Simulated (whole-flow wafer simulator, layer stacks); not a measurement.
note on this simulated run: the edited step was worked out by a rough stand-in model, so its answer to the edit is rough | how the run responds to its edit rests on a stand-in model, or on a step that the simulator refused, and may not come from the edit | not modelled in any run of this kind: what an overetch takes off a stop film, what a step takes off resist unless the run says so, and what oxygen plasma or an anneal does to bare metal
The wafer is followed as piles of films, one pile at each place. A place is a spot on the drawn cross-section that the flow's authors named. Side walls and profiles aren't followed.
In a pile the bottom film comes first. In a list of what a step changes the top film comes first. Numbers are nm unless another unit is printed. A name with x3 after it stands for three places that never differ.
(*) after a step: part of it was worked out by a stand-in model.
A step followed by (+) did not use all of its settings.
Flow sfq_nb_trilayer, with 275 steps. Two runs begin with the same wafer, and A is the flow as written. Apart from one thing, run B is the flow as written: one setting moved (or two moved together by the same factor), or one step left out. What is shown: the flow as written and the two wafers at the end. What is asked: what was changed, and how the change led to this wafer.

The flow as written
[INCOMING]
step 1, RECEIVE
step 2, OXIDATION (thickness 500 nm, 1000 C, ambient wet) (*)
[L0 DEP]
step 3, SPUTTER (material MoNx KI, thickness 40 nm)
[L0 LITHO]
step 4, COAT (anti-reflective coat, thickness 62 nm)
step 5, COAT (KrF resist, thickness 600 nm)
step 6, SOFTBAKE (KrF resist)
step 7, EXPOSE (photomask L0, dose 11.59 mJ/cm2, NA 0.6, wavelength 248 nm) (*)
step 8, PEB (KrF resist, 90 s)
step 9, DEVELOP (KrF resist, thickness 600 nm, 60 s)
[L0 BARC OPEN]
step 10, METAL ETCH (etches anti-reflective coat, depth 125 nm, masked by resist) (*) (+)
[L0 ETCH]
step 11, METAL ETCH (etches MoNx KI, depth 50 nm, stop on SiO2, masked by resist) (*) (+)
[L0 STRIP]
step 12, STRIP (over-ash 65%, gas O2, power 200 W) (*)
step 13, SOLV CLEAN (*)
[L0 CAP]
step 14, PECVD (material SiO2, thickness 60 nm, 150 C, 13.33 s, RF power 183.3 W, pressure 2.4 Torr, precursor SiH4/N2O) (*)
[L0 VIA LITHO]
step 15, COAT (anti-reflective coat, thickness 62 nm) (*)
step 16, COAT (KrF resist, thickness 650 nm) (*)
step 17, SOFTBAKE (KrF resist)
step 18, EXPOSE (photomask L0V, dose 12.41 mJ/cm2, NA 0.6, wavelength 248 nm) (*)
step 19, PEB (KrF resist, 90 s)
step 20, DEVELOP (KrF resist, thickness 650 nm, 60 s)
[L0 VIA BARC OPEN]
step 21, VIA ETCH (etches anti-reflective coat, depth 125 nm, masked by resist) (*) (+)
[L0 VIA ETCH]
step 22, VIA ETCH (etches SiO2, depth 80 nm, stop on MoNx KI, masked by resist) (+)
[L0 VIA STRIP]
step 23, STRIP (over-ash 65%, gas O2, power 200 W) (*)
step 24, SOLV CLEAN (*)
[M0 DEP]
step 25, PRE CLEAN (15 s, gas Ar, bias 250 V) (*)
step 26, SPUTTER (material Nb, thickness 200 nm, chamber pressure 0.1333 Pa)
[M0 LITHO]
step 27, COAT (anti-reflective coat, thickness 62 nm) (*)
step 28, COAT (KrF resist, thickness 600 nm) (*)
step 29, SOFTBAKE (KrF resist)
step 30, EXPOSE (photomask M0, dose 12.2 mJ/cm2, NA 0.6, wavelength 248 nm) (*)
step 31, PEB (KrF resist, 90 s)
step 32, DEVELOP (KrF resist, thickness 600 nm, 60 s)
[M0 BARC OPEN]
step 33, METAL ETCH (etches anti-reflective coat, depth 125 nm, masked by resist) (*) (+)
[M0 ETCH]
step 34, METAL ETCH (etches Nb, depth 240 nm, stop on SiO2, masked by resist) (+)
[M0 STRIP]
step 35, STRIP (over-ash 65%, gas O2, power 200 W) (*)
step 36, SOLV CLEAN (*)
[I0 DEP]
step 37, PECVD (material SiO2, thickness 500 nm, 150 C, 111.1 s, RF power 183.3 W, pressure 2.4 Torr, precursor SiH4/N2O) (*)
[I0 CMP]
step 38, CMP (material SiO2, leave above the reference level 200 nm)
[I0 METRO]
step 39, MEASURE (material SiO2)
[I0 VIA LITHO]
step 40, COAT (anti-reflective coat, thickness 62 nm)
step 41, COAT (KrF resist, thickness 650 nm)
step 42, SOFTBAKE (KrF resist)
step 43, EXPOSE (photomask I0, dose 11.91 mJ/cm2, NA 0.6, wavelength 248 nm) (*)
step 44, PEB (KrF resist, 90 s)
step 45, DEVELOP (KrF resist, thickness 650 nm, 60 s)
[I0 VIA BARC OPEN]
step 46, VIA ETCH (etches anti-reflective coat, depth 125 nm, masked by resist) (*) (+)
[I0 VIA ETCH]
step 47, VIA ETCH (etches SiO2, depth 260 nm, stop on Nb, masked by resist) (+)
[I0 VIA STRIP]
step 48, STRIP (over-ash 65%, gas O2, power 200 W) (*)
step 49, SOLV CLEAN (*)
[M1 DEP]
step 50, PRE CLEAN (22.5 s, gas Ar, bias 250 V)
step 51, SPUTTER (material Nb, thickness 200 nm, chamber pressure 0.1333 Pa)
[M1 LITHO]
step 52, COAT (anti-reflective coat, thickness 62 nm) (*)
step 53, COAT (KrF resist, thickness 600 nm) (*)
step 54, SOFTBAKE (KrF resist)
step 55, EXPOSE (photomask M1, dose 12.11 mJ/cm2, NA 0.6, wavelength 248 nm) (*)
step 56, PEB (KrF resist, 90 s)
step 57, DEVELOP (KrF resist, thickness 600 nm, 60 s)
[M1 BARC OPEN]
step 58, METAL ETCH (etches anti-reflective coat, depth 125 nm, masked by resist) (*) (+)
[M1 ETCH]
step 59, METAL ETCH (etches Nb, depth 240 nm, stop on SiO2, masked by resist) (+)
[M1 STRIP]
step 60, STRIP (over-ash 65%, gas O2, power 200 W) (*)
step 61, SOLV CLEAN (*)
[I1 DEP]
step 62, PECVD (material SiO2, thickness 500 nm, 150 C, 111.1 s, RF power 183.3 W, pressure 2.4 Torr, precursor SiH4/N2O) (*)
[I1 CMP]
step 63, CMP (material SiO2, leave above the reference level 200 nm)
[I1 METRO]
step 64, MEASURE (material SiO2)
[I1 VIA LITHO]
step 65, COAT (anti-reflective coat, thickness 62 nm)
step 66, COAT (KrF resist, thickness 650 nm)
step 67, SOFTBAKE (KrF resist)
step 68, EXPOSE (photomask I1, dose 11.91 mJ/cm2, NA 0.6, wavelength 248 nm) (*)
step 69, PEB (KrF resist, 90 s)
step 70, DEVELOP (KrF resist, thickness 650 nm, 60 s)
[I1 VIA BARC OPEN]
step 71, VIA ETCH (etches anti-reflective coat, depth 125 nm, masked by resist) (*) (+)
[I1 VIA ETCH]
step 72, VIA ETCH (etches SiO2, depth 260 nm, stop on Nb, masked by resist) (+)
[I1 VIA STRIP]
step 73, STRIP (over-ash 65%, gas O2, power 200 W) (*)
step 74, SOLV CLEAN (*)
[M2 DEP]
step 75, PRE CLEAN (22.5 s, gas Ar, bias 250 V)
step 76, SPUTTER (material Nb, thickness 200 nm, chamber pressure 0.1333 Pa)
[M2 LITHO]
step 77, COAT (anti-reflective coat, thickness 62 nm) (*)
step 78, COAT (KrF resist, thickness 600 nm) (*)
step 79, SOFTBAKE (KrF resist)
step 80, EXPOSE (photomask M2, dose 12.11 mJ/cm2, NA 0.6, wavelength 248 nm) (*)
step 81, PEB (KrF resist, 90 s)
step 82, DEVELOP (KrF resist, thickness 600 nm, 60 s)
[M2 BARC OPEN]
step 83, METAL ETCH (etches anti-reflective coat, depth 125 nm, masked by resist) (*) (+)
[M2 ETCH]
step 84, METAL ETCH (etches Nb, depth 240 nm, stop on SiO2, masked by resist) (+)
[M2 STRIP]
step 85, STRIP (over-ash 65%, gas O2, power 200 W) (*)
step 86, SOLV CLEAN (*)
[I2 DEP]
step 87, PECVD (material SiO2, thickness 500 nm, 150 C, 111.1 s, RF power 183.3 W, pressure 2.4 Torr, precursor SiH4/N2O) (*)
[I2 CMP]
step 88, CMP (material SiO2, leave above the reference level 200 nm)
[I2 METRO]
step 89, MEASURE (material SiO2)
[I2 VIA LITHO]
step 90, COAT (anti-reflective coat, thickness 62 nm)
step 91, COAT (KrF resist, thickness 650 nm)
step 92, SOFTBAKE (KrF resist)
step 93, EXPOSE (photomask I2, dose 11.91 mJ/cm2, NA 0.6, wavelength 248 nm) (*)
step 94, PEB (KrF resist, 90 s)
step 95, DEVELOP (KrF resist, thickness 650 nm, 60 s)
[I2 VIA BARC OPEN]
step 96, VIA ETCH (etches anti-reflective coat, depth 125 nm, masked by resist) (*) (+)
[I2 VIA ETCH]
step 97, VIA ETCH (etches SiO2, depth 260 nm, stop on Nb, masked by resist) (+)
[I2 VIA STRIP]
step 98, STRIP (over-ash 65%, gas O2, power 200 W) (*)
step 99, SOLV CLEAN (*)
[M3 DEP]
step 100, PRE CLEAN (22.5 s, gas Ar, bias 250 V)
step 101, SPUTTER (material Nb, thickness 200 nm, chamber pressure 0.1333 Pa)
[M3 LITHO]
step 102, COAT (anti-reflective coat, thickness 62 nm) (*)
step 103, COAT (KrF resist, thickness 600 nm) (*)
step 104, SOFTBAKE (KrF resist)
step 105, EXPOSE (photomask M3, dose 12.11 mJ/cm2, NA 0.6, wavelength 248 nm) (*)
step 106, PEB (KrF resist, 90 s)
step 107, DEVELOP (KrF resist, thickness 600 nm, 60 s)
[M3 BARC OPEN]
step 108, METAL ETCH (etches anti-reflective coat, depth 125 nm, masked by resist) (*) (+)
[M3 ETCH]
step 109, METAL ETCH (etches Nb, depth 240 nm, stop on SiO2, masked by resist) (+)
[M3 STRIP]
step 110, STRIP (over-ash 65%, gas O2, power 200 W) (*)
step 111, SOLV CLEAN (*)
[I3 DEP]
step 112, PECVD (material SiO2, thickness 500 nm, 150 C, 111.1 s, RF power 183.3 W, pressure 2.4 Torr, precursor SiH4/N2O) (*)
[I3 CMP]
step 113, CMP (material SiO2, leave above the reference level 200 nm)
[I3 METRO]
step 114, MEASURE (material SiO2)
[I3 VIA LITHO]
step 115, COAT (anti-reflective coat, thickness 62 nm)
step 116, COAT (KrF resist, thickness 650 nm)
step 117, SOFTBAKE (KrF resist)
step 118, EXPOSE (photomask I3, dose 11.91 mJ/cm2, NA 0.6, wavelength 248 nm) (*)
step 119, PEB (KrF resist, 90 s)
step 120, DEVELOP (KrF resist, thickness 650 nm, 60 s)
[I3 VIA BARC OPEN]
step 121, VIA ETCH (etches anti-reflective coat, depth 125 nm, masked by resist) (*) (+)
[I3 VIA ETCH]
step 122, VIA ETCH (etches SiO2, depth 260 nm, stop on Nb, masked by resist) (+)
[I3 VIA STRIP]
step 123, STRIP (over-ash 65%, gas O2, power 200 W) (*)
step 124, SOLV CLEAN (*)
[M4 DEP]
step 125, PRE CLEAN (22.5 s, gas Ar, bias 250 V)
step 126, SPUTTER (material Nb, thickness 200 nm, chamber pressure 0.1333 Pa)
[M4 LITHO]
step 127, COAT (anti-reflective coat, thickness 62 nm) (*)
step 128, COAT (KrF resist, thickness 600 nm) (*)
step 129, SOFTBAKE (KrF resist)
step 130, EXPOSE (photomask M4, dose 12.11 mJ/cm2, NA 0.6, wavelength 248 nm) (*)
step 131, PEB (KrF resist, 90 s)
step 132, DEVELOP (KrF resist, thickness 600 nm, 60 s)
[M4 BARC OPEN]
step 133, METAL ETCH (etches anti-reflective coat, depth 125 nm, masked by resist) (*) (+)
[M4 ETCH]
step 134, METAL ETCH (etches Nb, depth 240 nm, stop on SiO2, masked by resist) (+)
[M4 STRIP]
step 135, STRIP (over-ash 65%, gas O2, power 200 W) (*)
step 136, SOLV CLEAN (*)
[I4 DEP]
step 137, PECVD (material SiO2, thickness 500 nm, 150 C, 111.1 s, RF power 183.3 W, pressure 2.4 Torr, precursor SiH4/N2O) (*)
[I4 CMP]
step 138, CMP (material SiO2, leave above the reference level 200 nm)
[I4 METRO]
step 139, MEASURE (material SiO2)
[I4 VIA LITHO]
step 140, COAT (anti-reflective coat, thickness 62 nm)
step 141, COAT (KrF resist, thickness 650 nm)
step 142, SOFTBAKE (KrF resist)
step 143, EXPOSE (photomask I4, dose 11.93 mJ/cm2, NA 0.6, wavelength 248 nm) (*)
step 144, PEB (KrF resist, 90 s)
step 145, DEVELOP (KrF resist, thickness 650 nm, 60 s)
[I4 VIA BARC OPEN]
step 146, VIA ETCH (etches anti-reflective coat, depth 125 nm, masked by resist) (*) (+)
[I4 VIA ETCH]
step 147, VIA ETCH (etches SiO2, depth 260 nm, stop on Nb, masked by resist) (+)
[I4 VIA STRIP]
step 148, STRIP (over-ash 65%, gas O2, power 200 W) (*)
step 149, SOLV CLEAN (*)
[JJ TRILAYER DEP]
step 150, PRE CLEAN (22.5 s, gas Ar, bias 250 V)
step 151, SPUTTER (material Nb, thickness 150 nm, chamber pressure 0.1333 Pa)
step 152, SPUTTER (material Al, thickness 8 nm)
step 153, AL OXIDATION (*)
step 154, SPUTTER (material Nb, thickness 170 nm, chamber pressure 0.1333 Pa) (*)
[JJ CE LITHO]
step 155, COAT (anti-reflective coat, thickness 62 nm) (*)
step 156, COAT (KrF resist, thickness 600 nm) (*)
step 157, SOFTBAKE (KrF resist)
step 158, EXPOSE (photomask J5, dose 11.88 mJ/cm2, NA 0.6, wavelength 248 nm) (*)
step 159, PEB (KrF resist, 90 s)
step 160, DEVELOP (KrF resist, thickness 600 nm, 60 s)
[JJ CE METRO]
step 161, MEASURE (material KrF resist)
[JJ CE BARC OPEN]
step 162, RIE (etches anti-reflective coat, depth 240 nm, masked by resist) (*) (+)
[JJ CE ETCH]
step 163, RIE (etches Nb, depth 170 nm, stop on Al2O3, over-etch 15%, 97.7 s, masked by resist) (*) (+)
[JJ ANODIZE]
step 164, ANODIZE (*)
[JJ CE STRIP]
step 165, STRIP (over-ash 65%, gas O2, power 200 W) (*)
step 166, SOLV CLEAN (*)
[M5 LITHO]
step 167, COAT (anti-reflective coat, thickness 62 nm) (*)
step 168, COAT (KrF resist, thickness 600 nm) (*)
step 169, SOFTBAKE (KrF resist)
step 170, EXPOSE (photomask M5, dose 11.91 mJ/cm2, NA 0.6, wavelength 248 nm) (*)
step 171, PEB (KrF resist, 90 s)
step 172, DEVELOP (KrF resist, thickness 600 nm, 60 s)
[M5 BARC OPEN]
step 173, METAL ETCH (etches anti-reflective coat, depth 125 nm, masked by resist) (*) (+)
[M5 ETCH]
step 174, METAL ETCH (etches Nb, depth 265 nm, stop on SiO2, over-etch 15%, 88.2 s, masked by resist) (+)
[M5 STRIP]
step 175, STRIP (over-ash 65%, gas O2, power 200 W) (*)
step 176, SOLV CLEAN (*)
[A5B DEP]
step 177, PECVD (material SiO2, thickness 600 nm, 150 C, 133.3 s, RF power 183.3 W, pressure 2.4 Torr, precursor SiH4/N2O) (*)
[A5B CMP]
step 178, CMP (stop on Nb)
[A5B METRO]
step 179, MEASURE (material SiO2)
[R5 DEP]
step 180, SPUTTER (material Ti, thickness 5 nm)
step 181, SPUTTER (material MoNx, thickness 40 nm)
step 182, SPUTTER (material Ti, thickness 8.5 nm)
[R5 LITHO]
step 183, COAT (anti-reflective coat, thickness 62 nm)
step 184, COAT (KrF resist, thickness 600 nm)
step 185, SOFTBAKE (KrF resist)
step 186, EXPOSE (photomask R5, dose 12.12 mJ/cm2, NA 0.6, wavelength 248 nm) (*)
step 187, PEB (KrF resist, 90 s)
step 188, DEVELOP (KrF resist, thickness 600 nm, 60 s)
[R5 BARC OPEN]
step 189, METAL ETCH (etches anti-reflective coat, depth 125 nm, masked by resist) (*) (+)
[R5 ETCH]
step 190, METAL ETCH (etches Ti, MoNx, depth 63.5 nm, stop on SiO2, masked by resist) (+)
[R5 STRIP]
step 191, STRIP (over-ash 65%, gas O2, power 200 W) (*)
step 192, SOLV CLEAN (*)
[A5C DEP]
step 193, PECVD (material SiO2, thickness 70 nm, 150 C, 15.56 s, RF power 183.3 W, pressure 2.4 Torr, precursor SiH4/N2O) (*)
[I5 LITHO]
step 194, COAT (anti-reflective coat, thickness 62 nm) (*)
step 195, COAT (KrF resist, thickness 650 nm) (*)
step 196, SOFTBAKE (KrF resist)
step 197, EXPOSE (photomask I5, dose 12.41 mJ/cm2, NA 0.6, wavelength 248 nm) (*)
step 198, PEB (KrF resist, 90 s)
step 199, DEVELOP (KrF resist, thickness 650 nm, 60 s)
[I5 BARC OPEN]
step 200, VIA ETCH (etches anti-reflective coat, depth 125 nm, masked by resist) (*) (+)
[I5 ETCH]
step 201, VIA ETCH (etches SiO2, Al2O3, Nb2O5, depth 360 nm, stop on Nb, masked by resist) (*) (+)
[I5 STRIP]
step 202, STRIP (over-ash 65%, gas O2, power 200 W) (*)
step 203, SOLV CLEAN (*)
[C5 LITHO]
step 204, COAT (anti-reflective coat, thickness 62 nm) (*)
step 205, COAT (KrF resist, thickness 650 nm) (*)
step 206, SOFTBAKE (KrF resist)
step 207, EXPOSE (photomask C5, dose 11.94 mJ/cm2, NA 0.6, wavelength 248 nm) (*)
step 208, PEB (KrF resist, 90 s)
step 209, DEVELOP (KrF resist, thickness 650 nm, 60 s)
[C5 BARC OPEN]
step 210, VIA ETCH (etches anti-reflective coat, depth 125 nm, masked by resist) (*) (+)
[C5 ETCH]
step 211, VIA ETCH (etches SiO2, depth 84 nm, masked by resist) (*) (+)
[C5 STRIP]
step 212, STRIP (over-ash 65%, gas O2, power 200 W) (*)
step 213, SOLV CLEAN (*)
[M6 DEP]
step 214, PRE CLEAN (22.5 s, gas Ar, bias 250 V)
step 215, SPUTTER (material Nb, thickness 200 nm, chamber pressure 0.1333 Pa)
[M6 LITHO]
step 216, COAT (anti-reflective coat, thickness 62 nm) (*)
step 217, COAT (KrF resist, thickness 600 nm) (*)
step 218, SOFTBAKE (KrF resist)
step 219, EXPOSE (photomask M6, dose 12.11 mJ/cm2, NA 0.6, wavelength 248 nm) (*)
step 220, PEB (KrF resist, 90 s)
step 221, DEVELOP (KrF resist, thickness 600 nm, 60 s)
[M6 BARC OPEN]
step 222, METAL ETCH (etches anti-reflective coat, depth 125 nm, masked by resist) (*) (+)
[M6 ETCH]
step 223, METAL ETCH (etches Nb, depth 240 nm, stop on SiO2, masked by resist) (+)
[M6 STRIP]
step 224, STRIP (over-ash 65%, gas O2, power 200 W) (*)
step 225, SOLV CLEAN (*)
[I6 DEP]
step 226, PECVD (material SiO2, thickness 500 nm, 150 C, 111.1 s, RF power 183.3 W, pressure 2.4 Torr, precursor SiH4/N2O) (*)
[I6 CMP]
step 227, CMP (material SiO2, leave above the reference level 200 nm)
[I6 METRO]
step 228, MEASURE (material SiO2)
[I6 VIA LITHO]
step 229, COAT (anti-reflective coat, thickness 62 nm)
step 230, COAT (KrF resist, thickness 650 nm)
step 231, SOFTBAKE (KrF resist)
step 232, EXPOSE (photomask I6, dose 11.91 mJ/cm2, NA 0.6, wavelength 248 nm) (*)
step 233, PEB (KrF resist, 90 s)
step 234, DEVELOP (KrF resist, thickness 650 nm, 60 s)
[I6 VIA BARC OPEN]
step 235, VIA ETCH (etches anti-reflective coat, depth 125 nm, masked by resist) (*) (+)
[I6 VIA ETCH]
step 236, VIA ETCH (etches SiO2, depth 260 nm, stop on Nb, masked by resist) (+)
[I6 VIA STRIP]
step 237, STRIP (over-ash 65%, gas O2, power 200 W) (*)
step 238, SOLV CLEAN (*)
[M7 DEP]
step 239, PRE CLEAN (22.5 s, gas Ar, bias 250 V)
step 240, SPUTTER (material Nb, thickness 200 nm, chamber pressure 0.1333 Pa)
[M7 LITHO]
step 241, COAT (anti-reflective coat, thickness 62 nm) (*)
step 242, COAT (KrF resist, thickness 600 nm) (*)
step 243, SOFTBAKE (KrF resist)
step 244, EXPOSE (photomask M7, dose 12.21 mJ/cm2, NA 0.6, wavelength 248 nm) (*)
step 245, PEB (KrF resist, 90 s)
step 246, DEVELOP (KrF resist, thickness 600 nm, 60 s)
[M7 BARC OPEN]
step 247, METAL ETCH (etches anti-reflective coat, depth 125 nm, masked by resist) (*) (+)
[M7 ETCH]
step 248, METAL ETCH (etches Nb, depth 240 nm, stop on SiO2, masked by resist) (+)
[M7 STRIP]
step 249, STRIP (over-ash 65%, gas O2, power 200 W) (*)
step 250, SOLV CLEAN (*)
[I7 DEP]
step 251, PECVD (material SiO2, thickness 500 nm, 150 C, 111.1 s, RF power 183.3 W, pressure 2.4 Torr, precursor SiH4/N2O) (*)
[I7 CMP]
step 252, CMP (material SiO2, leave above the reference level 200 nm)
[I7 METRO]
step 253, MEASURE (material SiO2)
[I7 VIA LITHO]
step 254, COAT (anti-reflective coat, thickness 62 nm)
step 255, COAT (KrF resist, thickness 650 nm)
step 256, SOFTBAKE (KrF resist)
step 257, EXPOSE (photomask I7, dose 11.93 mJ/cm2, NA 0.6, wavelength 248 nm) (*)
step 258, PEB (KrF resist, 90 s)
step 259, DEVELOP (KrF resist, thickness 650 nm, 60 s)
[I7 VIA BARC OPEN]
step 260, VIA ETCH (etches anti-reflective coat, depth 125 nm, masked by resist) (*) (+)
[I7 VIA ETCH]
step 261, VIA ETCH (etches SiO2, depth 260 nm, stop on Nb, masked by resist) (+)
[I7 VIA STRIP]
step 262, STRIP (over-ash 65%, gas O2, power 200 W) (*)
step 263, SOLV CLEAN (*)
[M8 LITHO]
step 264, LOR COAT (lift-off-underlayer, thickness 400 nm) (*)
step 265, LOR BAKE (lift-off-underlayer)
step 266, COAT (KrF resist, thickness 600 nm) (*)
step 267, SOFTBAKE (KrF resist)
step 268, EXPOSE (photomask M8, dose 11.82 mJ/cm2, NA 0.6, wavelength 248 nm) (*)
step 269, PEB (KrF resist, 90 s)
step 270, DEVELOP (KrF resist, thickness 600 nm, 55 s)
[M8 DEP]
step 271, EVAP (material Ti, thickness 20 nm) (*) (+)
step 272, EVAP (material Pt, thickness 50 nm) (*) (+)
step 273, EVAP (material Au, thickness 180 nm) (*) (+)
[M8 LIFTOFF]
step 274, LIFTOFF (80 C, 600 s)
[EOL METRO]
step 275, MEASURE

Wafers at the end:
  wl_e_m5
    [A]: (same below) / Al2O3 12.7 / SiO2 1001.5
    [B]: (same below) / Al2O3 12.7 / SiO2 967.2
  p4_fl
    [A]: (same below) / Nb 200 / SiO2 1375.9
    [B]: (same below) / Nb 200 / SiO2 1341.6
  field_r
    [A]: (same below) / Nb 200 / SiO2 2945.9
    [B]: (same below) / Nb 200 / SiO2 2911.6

Cause: step 193, PECVD: thickness 35.7 nm was run, whereas the flow has thickness 70 nm; step 193, PECVD: 7.933 s was run, where the flow has 15.56 s.

Step by step, how the change led to this:
  step 193, PECVD (material SiO2, thickness 70 nm, 150 C, 15.56 s, RF power 183.3 W, pressure 2.4 Torr, precursor SiH4/N2O) (*)
      field_l, v_sur, via_wl and 92 more: A +70 SiO2 | B +35.7 SiO2
      ce_l, c5j, ce_r and 8 more: A +70 SiO2 (new film) | B +35.7 SiO2 (new film)
  step 201, VIA ETCH (etches SiO2, Al2O3, Nb2O5, depth 360 nm, stop on Nb, masked by resist) (*) (+)
      be: A -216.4 SiO2 (all of it), -12.7 Al2O3 (all of it), -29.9 Nb2O5 (all of it) | B -182.1 SiO2 (all of it), -12.7 Al2O3 (all of it), -29.9 Nb2O5 (all of it)
  step 204, COAT (anti-reflective coat, thickness 62 nm) (*)
      wire: A +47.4 anti-reflective coat (new film) | B +48.5 anti-reflective coat (new film)
      be: A +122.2 anti-reflective coat (new film) | B +117 anti-reflective coat (new film)
      (and at 1 other place as well)
  step 205, COAT (KrF resist, thickness 650 nm) (*)
      be: A +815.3 KrF resist (new film) | B +790.8 KrF resist (new film)
  step 211, VIA ETCH (etches SiO2, depth 84 nm, masked by resist) (*) (+)
      field_l, v_sur, via_wl and 101 more: A -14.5 KrF resist | B -9.2 KrF resist
      c5j: A -69.9 SiO2 (all of it), -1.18 Nb | B -35.6 SiO2 (all of it), -1.48 Nb
      (and at 1 other place as well)
  step 212, STRIP (over-ash 65%, gas O2, power 200 W) (*)
      wire: A -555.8 KrF resist (all of it), -47.4 anti-reflective coat (all of it) | B -562.9 KrF resist (all of it), -48.5 anti-reflective coat (all of it)
      be: A -728.2 KrF resist (all of it), -122.2 anti-reflective coat (all of it) | B -709 KrF resist (all of it), -117 anti-reflective coat (all of it)
      (and at 1 other place as well)
  step 215, SPUTTER (material Nb, thickness 200 nm, chamber pressure 0.1333 Pa)
      be: A +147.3 Nb | B +155.2 Nb
      c5j: A +188.4 Nb | B +197 Nb
      (and at 1 other place as well)
  step 216, COAT (anti-reflective coat, thickness 62 nm) (*)
      wire: A +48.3 anti-reflective coat (new film) | B +49.4 anti-reflective coat (new film)
      be: A +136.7 anti-reflective coat (new film) | B +130.2 anti-reflective coat (new film)
      (and at 9 other places as well)
  step 217, COAT (KrF resist, thickness 600 nm) (*)
      be: A +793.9 KrF resist (new film) | B +764.6 KrF resist (new film)
      c5j: A +636 KrF resist (new film) | B +621.9 KrF resist (new film)
      (and at 1 other place as well)
  step 224, STRIP (over-ash 65%, gas O2, power 200 W) (*)
      wire: A -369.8 KrF resist (all of it), -48.3 anti-reflective coat (all of it) | B -372.6 KrF resist (all of it), -49.4 anti-reflective coat (all of it)
      be: A -575.8 KrF resist (all of it), -136.7 anti-reflective coat (all of it) | B -546.6 KrF resist (all of it), -130.2 anti-reflective coat (all of it)
      (and at 9 other places as well)
  step 226, PECVD (material SiO2, thickness 500 nm, 150 C, 111.1 s, RF power 183.3 W, pressure 2.4 Torr, precursor SiH4/N2O) (*)
      be: A +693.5 SiO2 (new film) | B +651.3 SiO2 (new film)
      c5j: A +514.7 SiO2 (new film) | B +500 SiO2 (new film)
  step 227, CMP (material SiO2, leave above the reference level 200 nm)
      c5j: A -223 SiO2 | B -250.9 SiO2
      res: A -279.4 SiO2 | B -320.8 SiO2
